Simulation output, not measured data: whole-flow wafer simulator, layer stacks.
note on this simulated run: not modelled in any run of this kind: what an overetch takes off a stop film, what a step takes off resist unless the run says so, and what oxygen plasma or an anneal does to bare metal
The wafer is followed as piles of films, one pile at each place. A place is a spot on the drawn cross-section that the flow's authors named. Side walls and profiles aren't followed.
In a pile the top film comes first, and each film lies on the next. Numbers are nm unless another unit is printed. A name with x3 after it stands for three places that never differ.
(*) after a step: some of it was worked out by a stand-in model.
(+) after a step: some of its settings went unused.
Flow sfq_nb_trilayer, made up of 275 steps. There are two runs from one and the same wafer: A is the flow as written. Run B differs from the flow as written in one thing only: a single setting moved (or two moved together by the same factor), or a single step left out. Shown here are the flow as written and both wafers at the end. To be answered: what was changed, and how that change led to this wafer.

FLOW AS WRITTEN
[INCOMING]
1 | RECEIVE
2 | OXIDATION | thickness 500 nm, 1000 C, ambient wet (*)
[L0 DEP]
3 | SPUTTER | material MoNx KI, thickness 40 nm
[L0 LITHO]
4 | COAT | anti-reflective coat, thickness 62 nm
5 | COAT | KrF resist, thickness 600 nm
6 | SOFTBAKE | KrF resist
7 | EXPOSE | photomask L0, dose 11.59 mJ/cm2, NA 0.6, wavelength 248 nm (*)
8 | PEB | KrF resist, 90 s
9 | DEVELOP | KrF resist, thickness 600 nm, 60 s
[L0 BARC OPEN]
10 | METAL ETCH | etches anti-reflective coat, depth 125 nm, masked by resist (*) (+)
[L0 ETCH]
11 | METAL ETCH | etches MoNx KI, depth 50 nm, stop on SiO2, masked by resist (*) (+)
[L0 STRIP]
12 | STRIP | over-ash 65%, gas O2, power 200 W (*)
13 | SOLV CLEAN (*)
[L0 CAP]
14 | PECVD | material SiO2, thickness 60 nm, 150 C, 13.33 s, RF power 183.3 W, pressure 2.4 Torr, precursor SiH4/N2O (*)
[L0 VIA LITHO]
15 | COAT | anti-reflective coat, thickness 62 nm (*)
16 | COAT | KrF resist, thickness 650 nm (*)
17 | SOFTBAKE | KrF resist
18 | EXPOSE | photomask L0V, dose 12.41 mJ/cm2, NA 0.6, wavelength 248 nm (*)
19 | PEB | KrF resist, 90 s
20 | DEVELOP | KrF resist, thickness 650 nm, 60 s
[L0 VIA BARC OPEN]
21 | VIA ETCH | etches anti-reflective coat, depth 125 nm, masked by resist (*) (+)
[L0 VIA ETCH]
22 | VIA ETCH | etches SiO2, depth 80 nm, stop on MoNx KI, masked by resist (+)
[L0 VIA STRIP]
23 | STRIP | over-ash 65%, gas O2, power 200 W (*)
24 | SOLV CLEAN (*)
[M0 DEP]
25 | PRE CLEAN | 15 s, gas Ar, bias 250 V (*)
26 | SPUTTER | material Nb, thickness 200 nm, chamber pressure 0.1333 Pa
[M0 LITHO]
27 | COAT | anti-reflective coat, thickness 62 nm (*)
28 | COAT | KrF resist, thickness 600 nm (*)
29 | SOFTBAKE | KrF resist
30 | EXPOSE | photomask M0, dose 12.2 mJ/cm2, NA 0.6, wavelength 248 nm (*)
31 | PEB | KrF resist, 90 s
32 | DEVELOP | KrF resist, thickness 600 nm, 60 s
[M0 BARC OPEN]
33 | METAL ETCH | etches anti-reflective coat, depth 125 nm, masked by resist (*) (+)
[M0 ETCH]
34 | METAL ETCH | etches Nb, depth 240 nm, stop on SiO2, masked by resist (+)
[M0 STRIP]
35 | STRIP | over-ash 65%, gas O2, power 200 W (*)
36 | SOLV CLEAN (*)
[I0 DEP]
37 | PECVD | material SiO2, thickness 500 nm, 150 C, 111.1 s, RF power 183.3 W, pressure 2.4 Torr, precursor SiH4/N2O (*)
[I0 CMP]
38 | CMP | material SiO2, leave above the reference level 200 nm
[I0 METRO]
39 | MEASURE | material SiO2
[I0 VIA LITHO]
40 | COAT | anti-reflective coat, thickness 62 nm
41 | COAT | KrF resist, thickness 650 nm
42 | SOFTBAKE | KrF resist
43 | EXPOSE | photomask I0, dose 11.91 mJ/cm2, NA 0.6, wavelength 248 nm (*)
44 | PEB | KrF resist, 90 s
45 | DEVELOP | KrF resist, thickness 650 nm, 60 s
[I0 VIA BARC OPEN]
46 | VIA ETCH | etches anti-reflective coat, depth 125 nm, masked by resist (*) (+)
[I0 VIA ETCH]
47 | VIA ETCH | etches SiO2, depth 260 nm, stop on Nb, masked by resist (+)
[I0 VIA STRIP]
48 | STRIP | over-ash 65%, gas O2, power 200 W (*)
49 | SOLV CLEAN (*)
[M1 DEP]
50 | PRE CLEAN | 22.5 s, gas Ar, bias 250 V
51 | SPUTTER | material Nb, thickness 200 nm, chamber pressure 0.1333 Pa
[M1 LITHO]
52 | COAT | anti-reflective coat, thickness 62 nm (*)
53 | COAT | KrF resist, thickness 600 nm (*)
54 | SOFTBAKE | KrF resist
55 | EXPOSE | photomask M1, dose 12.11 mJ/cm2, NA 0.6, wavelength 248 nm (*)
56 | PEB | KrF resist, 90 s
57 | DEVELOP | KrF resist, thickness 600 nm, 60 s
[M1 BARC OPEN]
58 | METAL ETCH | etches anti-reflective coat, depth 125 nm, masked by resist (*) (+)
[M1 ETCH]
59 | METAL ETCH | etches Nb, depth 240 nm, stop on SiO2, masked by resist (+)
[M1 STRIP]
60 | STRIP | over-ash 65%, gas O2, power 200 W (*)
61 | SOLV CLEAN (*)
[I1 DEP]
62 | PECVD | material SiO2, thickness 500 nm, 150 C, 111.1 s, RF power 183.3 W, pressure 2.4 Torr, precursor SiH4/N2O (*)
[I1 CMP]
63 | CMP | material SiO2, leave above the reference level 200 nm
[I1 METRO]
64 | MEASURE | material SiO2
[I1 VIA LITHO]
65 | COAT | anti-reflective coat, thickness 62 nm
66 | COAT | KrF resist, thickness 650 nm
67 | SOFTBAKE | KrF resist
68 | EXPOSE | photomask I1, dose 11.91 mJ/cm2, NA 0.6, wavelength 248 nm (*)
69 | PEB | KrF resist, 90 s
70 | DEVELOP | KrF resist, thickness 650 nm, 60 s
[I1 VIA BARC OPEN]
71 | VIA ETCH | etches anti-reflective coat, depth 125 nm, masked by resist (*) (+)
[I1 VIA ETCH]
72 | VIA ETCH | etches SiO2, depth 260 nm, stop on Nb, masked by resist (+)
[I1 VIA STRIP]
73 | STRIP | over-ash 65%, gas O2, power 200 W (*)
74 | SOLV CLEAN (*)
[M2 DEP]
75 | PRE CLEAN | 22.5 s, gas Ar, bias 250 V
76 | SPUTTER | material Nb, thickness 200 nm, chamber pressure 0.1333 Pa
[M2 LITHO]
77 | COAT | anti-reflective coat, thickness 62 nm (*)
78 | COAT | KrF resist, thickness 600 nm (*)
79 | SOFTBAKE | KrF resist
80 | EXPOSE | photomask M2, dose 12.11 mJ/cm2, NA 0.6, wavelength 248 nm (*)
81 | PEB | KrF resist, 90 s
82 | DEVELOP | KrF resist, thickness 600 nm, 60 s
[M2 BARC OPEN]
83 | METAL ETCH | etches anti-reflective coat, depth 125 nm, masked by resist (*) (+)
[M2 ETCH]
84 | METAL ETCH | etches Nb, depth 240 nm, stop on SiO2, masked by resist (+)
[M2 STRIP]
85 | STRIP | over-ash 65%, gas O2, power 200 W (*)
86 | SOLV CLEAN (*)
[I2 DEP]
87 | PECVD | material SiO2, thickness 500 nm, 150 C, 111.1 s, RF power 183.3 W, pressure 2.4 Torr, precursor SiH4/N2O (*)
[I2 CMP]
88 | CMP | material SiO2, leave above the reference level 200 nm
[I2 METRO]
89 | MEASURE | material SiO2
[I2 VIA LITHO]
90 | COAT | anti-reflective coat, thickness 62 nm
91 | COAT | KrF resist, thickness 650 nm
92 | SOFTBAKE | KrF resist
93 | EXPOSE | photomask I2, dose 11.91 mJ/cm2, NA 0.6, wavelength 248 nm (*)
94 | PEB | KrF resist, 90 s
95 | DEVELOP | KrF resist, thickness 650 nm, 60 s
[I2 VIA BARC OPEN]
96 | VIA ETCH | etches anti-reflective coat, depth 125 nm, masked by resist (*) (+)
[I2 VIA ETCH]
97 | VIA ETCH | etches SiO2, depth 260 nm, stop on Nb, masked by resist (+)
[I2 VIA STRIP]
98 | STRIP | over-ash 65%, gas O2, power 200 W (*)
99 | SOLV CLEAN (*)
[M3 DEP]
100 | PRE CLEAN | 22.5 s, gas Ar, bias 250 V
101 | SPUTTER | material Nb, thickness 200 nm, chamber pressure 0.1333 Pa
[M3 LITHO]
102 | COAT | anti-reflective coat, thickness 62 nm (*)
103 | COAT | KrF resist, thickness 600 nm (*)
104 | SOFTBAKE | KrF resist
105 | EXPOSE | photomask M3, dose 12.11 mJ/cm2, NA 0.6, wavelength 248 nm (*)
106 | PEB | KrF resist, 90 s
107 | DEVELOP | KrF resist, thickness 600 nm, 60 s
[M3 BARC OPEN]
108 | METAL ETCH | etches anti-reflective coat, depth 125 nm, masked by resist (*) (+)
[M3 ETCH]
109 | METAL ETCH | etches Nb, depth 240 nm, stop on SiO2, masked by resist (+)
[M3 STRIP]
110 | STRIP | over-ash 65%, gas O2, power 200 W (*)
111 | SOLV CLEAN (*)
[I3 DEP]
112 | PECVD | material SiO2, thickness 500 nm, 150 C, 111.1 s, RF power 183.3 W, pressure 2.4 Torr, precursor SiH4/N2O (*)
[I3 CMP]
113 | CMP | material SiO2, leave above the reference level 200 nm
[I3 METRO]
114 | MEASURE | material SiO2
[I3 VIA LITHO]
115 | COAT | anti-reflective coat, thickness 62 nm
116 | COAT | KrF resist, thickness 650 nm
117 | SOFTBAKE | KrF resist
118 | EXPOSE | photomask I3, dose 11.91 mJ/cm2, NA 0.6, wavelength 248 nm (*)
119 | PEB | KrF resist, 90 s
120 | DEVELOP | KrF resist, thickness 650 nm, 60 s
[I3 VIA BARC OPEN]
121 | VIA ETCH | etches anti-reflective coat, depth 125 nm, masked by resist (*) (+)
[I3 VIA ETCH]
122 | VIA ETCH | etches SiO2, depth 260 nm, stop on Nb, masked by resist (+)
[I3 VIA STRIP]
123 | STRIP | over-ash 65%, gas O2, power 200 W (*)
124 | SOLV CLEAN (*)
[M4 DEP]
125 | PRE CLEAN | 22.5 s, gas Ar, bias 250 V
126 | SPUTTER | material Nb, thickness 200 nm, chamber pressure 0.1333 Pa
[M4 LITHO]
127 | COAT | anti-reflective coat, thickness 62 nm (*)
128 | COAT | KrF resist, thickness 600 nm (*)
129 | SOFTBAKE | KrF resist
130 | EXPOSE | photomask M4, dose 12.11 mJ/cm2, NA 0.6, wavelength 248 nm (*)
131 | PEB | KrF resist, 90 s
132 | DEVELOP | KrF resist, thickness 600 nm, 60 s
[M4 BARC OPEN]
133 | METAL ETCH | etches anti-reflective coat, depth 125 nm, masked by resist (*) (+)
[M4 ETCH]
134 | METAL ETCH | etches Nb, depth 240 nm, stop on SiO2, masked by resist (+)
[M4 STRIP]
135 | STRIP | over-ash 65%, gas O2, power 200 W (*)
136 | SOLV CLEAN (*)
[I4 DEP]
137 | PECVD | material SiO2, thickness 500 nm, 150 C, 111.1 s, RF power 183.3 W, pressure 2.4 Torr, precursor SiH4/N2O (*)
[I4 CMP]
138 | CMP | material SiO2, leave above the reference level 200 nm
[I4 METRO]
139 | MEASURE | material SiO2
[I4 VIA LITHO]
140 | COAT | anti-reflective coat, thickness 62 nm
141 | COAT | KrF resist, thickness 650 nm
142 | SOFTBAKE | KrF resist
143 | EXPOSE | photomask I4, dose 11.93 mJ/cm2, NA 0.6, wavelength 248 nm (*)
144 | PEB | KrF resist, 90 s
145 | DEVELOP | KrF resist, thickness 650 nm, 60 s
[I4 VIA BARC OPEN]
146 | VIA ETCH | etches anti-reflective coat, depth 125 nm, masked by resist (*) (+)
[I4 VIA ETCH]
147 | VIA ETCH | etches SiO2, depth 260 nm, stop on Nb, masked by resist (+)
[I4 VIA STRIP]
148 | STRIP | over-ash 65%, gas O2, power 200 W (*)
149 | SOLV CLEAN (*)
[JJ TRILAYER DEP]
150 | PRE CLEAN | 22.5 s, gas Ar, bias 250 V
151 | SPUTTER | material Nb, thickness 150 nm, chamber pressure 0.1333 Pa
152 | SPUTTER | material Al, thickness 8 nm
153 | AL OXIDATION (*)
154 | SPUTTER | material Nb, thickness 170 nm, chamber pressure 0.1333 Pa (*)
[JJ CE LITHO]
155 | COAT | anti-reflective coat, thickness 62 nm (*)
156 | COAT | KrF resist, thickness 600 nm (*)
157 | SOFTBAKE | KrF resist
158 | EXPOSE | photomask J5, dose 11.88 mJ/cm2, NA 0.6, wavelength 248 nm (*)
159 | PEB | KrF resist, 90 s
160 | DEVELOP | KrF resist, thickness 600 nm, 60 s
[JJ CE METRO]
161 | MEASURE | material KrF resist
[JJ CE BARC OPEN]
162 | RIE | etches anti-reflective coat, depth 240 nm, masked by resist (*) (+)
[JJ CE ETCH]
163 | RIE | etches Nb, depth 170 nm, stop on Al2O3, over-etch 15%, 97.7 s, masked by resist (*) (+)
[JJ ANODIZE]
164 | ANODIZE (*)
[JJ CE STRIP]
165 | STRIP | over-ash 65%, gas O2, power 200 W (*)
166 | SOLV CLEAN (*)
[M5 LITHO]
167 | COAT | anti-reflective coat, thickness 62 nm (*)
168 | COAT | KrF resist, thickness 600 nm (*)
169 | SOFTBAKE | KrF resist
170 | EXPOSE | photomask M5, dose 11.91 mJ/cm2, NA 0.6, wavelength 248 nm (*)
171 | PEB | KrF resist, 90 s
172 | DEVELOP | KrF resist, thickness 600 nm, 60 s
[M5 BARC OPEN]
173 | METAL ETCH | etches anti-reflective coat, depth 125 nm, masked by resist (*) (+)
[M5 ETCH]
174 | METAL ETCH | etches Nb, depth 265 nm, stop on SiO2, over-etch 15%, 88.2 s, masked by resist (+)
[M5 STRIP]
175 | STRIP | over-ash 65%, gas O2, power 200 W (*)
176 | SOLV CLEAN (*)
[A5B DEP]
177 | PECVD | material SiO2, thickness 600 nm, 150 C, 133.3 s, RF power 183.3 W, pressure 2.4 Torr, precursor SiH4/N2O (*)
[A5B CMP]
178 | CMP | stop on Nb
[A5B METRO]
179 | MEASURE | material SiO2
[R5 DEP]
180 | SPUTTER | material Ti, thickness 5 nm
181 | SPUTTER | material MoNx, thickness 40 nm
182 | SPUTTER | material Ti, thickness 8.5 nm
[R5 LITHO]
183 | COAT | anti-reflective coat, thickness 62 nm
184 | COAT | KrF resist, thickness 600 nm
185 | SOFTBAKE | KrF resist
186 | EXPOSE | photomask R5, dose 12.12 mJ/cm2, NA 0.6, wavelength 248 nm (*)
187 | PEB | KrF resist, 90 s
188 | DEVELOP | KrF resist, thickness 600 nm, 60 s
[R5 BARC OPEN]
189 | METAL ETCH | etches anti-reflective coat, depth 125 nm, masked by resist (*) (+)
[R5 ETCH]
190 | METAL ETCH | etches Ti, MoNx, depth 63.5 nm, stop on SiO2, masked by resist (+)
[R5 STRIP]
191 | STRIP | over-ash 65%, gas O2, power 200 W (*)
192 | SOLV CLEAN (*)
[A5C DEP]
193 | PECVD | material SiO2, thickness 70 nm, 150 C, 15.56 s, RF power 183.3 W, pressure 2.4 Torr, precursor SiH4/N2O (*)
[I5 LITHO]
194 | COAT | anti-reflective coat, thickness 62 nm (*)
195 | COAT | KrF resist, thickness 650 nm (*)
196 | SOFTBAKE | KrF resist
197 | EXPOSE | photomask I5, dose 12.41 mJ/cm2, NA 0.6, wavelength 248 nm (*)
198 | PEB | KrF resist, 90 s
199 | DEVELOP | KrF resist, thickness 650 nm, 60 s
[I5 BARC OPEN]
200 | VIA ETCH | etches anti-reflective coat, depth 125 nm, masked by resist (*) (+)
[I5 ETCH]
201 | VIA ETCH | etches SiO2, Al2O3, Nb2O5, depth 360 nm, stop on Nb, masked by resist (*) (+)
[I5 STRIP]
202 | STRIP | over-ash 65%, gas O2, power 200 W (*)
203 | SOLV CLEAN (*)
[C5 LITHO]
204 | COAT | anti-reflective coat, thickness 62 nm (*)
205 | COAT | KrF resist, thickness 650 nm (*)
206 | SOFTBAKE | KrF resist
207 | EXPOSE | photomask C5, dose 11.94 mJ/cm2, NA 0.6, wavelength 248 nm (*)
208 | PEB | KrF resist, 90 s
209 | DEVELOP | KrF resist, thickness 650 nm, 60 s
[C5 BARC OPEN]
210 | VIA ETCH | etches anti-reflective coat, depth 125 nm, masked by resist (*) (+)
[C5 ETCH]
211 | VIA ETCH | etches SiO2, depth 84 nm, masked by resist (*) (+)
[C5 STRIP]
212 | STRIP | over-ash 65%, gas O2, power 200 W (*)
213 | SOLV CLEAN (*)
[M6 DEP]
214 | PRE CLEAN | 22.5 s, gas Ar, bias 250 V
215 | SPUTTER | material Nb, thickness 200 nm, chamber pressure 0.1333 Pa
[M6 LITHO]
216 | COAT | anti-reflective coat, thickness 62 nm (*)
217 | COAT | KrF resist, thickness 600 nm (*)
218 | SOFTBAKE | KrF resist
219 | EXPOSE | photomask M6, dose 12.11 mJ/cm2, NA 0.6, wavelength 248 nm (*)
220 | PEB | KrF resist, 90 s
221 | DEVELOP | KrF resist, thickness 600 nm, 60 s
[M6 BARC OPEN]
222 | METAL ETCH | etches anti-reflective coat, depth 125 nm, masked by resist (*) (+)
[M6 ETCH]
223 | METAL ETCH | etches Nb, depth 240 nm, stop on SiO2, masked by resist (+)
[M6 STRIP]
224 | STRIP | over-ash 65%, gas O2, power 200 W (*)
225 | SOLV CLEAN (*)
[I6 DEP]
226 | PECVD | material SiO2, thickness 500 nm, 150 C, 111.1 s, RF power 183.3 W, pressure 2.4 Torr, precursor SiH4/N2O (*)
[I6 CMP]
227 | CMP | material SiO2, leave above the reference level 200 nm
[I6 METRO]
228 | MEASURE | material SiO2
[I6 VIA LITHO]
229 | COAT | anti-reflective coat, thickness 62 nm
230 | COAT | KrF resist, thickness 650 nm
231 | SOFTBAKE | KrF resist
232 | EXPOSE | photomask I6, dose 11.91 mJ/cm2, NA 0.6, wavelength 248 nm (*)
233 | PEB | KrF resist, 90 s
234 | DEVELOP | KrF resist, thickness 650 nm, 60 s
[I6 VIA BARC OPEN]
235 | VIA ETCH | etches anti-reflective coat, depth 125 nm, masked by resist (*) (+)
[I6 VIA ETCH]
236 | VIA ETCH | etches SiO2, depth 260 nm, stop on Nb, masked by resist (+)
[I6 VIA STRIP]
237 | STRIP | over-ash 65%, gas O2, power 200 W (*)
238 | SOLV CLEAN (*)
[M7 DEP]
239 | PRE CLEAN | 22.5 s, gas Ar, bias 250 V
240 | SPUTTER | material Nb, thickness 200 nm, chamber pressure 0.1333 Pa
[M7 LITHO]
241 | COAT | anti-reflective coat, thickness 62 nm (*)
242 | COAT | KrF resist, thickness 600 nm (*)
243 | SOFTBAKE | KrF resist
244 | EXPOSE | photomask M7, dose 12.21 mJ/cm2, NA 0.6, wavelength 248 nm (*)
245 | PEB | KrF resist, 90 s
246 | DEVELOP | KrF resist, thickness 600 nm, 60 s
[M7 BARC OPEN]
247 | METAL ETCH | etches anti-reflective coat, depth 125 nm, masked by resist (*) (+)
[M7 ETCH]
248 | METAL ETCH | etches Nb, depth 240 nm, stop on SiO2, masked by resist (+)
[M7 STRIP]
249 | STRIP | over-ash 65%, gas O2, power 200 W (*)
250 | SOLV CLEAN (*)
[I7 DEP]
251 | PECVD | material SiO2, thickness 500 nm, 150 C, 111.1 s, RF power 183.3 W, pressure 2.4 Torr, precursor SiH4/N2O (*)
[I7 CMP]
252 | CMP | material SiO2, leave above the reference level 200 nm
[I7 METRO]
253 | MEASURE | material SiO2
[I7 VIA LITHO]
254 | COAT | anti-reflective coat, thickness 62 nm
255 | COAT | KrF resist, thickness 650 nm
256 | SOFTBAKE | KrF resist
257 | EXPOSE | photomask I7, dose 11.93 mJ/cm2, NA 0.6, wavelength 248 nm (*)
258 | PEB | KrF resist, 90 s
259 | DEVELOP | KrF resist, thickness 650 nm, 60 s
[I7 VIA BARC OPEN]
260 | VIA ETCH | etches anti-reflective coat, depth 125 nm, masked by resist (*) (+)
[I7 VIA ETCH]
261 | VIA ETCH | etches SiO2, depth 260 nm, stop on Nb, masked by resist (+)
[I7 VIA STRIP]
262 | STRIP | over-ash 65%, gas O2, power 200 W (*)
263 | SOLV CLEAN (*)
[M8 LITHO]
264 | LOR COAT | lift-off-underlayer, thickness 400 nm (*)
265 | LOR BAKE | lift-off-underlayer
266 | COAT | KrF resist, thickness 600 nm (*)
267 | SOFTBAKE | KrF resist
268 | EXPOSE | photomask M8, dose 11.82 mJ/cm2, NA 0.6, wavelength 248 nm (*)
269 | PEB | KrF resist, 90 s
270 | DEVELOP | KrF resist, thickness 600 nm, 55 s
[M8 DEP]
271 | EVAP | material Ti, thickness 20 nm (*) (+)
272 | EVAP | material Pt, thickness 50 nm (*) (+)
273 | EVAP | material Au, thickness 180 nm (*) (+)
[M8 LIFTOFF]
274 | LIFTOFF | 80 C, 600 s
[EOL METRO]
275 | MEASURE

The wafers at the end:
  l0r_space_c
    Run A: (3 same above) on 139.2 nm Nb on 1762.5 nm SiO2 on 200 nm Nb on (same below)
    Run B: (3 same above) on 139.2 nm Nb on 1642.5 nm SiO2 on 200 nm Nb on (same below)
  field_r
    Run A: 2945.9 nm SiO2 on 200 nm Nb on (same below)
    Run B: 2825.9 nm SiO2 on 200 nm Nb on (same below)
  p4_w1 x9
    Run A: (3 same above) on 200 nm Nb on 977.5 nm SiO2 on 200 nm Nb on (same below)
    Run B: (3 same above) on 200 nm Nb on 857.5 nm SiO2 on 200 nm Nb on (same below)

Cause: step 76, SPUTTER: thickness 80 nm was run, whereas the flow has thickness 200 nm.

How this came from the change, step by step:
  76 | SPUTTER | material Nb, thickness 200 nm, chamber pressure 0.1333 Pa
      field_l, v_sur, via_wl and 102 more: A Nb gains 200 (new film) | B Nb gains 80 (new film)
      via_v: A Nb gains 174.5 | B Nb gains 70.4
  77 | COAT | anti-reflective coat, thickness 62 nm (*)
      via_v: A anti-reflective coat gains 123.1 (new film) | B anti-reflective coat gains 118.1 (new film)
  84 | METAL ETCH | etches Nb, depth 240 nm, stop on SiO2, masked by resist (+)
      field_l, be, be_sur and 81 more: A Nb loses 200 (all of it) | B Nb loses 80 (all of it)
      v_sur, via_wl, via_w and 19 more: A KrF resist loses 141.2 | B KrF resist loses 70.6
  85 | STRIP | over-ash 65%, gas O2, power 200 W (*)
      wl_j_sl, wl_jj, wl_j_sr and 12 more: A KrF resist loses 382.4 (all of it), anti-reflective coat loses 62 (all of it) | B KrF resist loses 453 (all of it), anti-reflective coat loses 62 (all of it)
      v_sur: A KrF resist loses 380 (all of it), anti-reflective coat loses 61.4 (all of it) | B KrF resist loses 450.9 (all of it), anti-reflective coat loses 61.4 (all of it)
      (as well as at 6 more places)
  87 | PECVD | material SiO2, thickness 500 nm, 150 C, 111.1 s, RF power 183.3 W, pressure 2.4 Torr, precursor SiH4/N2O (*)
      via_v: A SiO2 gains 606 (new film) | B SiO2 gains 576.8 (new film)
  88 | CMP | material SiO2, leave above the reference level 200 nm
      field_l, be, be_sur and 81 more: A SiO2 loses 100 | B SiO2 loses 220
      via_v: A SiO2 loses 181.6 | B SiO2 loses 168.3
